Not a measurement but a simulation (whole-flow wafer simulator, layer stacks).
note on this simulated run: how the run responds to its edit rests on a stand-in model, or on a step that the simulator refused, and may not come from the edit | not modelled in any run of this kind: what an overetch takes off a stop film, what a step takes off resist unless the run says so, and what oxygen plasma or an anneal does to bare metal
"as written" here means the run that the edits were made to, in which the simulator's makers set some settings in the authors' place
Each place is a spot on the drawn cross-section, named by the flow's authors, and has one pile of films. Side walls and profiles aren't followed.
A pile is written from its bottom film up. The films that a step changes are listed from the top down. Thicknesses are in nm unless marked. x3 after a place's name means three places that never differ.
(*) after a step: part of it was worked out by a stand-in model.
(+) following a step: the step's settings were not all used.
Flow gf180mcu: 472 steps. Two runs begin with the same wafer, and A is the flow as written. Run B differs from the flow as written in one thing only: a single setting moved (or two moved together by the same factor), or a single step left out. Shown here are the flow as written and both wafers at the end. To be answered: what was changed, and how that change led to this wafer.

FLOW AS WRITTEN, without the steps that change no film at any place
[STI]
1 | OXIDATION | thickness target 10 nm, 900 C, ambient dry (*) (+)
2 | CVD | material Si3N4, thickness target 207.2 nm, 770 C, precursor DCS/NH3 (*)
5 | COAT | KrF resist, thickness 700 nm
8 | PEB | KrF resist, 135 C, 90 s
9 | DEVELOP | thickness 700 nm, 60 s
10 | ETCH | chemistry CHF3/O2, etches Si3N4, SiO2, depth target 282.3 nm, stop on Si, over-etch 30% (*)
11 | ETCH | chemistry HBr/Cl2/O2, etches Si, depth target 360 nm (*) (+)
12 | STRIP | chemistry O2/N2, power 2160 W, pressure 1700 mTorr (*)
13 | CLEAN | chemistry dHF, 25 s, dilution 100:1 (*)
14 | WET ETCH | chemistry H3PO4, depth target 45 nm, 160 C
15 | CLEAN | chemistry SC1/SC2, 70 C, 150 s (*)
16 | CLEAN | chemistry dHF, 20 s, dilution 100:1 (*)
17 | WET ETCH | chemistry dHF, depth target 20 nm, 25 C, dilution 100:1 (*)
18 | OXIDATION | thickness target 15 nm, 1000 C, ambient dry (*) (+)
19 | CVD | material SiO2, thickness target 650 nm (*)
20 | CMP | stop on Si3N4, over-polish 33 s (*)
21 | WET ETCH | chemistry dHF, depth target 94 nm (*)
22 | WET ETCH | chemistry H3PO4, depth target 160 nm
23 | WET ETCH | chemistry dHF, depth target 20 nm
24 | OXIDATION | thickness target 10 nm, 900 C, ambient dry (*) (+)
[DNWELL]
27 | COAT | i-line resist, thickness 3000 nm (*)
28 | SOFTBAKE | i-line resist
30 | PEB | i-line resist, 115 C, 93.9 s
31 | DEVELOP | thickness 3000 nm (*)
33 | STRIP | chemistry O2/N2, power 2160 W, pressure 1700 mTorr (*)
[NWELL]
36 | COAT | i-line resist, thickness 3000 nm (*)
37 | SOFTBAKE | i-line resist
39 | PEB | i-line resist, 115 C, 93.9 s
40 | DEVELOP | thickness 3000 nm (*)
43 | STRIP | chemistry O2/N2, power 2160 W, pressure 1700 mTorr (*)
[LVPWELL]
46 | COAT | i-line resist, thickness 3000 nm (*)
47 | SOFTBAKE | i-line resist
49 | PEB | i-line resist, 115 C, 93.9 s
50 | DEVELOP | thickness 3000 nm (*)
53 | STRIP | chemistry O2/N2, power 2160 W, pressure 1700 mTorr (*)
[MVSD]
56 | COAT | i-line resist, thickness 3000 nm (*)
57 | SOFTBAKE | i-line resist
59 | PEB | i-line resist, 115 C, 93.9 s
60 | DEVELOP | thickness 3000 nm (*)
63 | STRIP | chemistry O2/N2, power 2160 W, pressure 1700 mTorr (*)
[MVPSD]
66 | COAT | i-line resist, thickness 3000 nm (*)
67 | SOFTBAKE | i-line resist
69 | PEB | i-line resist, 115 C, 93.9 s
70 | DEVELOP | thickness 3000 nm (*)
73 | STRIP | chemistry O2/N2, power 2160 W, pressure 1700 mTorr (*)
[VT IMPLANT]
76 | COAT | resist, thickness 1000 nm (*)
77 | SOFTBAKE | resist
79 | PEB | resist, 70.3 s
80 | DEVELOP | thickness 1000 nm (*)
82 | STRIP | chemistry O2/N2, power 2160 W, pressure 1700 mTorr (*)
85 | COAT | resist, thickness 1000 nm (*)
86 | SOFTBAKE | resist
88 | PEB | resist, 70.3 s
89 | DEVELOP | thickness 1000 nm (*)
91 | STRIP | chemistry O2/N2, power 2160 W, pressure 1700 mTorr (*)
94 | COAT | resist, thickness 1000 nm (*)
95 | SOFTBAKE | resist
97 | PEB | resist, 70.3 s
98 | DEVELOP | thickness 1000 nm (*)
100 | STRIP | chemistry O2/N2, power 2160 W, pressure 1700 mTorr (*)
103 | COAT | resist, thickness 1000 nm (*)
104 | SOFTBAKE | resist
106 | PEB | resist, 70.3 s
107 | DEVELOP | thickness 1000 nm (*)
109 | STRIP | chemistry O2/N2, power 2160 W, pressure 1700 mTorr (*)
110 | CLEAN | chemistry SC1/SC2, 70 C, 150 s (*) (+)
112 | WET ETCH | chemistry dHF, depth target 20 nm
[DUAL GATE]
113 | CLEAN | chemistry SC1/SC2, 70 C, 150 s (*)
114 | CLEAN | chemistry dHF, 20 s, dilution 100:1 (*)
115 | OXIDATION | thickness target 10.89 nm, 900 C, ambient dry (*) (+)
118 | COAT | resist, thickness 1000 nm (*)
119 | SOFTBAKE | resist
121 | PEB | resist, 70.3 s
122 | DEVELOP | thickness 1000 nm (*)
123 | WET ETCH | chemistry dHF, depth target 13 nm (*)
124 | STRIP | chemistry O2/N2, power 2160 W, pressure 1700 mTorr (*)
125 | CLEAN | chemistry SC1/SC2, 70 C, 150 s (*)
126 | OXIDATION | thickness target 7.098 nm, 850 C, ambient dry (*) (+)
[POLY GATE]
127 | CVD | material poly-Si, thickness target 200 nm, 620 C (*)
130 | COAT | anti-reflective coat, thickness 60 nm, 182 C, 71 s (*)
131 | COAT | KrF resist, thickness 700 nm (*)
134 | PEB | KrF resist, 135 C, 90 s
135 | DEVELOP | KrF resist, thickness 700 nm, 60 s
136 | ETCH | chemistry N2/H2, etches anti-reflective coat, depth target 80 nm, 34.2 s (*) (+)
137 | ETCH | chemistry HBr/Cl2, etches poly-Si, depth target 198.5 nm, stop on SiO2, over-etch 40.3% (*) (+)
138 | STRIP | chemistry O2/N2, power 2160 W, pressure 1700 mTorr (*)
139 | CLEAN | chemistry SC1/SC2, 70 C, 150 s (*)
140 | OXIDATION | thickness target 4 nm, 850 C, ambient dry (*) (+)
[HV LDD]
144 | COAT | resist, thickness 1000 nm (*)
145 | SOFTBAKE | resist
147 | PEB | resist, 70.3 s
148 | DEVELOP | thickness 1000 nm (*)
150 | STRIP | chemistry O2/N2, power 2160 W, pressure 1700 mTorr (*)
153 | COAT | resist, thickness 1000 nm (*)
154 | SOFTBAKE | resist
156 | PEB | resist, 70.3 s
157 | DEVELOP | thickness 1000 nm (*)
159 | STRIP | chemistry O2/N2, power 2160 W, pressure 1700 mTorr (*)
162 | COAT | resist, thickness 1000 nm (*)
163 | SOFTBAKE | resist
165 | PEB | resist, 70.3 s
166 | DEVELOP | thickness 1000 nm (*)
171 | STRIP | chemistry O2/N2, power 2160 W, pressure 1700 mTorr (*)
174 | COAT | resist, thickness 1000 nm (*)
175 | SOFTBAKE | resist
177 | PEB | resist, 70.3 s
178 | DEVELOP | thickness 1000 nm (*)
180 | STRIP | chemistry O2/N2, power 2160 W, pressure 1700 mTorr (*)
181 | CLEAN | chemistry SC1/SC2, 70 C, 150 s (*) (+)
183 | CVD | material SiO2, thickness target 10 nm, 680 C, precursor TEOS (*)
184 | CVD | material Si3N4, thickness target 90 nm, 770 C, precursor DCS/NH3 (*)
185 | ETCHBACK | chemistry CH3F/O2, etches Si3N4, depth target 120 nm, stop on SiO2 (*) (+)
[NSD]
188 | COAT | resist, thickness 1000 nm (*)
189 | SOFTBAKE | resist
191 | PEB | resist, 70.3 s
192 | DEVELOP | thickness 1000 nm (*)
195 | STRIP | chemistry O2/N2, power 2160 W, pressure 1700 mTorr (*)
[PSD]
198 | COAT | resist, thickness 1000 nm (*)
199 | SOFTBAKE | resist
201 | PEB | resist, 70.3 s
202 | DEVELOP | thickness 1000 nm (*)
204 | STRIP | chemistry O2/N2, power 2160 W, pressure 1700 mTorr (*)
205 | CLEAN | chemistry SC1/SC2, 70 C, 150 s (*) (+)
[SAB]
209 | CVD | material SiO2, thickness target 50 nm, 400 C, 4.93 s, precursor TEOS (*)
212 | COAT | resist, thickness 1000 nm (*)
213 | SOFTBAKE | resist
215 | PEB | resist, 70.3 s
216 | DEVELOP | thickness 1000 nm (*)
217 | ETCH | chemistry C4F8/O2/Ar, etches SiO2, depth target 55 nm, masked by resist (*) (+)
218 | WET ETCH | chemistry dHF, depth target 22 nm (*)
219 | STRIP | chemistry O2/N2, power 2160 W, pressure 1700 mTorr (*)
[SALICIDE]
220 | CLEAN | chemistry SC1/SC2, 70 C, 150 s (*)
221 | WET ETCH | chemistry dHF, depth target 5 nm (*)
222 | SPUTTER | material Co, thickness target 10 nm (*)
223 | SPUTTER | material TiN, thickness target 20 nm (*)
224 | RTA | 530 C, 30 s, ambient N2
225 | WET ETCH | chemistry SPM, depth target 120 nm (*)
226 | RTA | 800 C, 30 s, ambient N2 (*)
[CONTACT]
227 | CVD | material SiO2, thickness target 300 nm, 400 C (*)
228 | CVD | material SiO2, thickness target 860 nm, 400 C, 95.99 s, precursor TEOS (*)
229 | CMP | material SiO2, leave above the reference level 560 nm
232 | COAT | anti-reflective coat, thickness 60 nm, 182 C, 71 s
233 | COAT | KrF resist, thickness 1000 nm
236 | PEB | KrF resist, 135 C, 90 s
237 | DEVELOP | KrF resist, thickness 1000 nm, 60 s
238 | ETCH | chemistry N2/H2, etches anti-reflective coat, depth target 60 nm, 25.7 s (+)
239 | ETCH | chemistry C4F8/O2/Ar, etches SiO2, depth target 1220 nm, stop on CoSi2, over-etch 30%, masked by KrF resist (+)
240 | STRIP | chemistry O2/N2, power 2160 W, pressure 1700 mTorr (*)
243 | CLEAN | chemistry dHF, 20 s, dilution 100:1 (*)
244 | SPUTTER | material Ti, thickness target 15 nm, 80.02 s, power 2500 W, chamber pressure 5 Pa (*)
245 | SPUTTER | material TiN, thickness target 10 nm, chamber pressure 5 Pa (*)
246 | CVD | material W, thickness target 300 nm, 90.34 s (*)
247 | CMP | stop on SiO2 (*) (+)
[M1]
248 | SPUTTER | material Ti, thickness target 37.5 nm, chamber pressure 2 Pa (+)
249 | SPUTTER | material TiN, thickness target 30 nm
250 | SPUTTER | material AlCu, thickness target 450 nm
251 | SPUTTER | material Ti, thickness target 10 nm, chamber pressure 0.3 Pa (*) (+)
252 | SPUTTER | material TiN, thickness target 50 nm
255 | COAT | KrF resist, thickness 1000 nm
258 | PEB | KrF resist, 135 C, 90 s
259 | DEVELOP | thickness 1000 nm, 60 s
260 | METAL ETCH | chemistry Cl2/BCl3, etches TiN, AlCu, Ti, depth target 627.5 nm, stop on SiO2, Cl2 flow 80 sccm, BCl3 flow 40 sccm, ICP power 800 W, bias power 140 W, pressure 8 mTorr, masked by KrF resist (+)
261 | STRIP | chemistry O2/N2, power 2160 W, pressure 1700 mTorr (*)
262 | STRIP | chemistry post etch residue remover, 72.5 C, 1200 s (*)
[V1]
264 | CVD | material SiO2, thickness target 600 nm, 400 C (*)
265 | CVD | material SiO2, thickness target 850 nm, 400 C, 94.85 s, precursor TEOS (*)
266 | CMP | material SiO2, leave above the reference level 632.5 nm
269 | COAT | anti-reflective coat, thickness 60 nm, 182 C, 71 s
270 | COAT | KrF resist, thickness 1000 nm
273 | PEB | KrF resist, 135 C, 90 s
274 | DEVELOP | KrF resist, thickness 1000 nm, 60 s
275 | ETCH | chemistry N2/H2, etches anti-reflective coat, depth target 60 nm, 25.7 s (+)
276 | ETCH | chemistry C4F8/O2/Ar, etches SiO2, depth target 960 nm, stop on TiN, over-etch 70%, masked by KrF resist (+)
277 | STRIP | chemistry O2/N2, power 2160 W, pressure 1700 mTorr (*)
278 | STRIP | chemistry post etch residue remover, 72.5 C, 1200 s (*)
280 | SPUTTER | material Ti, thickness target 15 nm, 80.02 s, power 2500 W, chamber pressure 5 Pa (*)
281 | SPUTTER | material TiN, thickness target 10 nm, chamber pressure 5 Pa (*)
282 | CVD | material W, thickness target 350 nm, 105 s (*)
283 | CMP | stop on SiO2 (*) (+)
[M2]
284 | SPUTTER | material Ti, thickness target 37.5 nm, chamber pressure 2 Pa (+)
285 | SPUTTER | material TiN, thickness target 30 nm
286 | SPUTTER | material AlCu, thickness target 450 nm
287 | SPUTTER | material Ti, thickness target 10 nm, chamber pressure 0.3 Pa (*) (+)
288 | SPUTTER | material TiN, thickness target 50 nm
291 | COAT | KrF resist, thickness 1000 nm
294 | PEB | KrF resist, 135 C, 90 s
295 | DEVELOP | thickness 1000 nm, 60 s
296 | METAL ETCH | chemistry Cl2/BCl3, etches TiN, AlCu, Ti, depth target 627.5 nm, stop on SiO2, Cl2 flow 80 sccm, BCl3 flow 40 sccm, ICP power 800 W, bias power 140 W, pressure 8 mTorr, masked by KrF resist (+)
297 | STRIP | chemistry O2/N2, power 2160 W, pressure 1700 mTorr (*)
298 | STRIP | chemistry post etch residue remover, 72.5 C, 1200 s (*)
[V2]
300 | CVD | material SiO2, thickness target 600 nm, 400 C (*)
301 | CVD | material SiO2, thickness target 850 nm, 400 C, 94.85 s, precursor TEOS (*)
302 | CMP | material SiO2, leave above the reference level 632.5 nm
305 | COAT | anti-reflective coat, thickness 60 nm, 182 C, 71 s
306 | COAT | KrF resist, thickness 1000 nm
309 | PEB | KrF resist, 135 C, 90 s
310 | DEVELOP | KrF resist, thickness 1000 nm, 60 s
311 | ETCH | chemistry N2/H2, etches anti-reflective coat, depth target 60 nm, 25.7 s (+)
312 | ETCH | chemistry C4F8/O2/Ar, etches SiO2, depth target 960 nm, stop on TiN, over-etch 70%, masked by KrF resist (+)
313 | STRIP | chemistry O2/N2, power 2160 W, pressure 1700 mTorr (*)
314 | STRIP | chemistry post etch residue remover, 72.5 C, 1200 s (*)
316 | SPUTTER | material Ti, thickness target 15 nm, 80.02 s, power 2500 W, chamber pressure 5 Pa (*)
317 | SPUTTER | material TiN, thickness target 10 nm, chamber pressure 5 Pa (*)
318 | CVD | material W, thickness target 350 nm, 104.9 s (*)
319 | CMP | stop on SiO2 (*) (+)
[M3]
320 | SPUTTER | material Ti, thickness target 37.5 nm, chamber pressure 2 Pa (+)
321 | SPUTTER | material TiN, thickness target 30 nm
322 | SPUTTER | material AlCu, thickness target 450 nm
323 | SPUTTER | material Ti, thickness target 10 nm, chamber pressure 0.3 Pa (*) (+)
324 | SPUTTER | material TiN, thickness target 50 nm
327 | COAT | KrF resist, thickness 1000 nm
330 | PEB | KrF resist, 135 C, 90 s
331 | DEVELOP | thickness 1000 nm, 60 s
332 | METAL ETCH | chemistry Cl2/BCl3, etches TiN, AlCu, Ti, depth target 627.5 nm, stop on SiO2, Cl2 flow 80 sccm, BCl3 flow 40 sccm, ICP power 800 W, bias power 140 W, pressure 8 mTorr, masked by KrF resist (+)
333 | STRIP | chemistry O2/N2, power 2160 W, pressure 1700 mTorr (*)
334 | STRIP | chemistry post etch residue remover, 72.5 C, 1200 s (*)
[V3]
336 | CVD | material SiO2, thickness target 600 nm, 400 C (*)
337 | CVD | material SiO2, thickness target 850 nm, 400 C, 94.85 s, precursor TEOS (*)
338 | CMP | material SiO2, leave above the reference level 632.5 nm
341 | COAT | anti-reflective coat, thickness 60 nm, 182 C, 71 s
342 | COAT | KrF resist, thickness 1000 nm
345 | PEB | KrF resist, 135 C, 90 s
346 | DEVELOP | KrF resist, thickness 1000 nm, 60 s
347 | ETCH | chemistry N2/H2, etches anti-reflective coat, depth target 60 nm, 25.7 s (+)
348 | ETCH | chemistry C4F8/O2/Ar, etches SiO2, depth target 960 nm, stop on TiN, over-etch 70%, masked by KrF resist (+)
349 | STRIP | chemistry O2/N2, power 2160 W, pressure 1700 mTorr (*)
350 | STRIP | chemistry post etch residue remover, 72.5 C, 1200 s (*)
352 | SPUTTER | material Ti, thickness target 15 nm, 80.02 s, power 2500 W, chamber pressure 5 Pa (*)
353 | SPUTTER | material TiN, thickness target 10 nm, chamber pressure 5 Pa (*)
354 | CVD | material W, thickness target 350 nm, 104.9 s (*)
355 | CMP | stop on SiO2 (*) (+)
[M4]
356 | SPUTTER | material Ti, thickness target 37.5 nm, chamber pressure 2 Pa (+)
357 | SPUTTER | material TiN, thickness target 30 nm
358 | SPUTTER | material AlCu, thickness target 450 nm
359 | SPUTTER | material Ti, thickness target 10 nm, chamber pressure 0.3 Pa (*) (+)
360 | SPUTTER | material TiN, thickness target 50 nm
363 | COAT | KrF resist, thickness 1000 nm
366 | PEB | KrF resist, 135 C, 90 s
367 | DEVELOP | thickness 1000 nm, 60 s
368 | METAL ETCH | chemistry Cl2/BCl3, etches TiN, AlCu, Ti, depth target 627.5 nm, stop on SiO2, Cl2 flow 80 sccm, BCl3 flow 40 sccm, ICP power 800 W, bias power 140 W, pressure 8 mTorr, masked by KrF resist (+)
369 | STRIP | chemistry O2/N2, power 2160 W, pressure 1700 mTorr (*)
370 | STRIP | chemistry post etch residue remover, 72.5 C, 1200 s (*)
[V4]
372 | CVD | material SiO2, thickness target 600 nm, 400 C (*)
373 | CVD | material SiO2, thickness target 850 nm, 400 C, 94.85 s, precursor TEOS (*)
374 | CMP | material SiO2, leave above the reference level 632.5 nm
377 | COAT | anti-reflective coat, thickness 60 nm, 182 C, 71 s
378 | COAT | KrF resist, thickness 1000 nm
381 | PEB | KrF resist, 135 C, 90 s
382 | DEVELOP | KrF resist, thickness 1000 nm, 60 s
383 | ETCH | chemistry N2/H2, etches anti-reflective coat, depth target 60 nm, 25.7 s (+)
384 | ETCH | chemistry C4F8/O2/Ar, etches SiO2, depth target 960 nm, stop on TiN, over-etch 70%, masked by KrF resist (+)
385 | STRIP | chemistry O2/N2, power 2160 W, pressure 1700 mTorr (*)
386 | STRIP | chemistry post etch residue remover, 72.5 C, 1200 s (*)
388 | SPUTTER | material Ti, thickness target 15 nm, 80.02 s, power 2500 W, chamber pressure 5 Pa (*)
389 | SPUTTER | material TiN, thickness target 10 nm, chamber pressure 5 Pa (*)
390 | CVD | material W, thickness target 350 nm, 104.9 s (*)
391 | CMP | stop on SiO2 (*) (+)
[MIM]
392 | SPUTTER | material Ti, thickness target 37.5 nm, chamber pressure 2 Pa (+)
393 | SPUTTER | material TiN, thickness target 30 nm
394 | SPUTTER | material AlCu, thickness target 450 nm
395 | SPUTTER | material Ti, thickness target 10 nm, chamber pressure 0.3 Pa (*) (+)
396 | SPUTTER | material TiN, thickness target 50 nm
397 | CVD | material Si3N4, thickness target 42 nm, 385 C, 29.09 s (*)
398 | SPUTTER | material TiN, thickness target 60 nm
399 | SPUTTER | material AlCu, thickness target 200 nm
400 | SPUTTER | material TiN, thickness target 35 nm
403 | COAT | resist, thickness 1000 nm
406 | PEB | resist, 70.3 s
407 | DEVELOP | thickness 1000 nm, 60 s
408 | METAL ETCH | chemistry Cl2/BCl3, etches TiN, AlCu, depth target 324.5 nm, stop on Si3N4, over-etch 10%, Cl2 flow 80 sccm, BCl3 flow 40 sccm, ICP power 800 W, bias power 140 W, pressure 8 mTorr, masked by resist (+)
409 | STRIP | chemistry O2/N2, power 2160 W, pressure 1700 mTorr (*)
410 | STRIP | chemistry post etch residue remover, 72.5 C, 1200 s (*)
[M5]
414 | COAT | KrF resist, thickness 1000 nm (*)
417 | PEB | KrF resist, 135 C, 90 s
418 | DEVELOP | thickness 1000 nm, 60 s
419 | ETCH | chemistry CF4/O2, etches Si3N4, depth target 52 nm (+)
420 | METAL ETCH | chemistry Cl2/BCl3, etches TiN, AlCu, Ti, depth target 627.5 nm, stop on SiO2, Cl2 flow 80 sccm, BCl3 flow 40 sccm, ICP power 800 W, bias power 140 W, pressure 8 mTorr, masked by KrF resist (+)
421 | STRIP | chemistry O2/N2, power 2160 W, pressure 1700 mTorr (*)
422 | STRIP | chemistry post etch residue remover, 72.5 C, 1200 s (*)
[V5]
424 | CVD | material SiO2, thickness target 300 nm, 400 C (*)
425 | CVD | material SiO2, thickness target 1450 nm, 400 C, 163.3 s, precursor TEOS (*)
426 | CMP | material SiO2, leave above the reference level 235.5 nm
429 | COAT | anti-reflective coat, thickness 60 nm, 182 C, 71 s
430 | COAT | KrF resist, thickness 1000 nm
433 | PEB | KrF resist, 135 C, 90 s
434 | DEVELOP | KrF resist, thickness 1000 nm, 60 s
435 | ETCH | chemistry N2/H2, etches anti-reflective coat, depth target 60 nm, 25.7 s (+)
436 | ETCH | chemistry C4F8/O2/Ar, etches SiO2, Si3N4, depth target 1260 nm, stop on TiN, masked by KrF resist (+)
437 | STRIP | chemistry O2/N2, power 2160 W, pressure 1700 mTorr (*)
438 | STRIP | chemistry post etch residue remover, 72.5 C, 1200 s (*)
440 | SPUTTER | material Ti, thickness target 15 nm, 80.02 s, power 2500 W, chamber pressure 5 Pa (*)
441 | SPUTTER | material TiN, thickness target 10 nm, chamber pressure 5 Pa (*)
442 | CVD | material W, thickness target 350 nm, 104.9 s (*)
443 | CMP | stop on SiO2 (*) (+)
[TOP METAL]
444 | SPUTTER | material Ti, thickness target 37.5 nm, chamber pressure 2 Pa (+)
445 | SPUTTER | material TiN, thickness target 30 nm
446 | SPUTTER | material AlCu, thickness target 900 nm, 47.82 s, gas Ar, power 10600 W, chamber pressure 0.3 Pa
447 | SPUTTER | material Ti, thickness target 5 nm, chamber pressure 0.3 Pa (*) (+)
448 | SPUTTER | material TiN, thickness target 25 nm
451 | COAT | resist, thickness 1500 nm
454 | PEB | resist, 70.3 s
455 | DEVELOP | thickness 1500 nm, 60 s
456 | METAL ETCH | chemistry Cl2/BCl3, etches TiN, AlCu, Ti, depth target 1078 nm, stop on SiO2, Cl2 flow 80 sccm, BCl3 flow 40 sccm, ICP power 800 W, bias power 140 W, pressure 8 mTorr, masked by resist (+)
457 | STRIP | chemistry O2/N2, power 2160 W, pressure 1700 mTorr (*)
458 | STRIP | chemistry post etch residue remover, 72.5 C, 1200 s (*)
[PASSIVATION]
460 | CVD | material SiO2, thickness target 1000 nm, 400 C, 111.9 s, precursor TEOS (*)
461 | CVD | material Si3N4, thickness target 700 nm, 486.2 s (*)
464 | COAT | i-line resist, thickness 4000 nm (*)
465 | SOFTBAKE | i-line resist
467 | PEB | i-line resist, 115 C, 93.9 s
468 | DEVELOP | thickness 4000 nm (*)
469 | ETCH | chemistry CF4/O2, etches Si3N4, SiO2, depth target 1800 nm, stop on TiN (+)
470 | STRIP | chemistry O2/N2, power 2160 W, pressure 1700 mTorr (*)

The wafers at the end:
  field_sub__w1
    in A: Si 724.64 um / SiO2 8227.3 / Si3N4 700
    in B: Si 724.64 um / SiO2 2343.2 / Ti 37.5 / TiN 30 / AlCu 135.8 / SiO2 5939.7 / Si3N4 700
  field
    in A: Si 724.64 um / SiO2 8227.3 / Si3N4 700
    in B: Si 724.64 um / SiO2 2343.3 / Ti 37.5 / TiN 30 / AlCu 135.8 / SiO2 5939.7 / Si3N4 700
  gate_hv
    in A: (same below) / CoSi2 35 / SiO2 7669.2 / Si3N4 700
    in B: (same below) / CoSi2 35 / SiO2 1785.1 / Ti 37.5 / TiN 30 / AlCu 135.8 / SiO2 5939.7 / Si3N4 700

What caused this: step 286, SPUTTER: thickness target 709 nm was run, while the flow as written has thickness target 450 nm.

The path from the change to this, step by step:
  286 | SPUTTER | material AlCu, thickness target 450 nm
      field, field__w1, field__w2 and 108 more: A +450 AlCu (new film) | B +709 AlCu (new film)
  296 | METAL ETCH | chemistry Cl2/BCl3, etches TiN, AlCu, Ti, depth target 627.5 nm, stop on SiO2, Cl2 flow 80 sccm, BCl3 flow 40 sccm, ICP power 800 W, bias power 140 W, pressure 8 mTorr, masked by KrF resist (+)
      field, field__w1, field__w2 and 103 more: A -50 TiN (all of it), -10 Ti (all of it), -450 AlCu (all of it), -30 TiN (all of it), -37.5 Ti (all of it) | B -50 TiN (all of it), -10 Ti (all of it), -567.5 AlCu
  298 | STRIP | chemistry post etch residue remover, 72.5 C, 1200 s (*)
      field, field__w1, field__w2 and 103 more: A nothing | B -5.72 AlCu
  300 | CVD | material SiO2, thickness target 600 nm, 400 C (*)
      field, field__w1, field__w2 and 103 more: A +600 SiO2 | B +600 SiO2 (new film)
  302 | CMP | material SiO2, leave above the reference level 632.5 nm
      field, field__w1, field__w2 and 103 more: A -300 SiO2 | B -244.3 SiO2
With metal films that touch counted as one body, field_sub__w1 has 1 body; the flow as written gives 0 bodies.
With metal films that touch counted as one body, field has 1 body; the flow as written gives 0 bodies.
With metal films that touch counted as one body, gate_hv has 2 bodies (between them, from the top down: SiO2 1785.1); the flow as written gives 1 body.
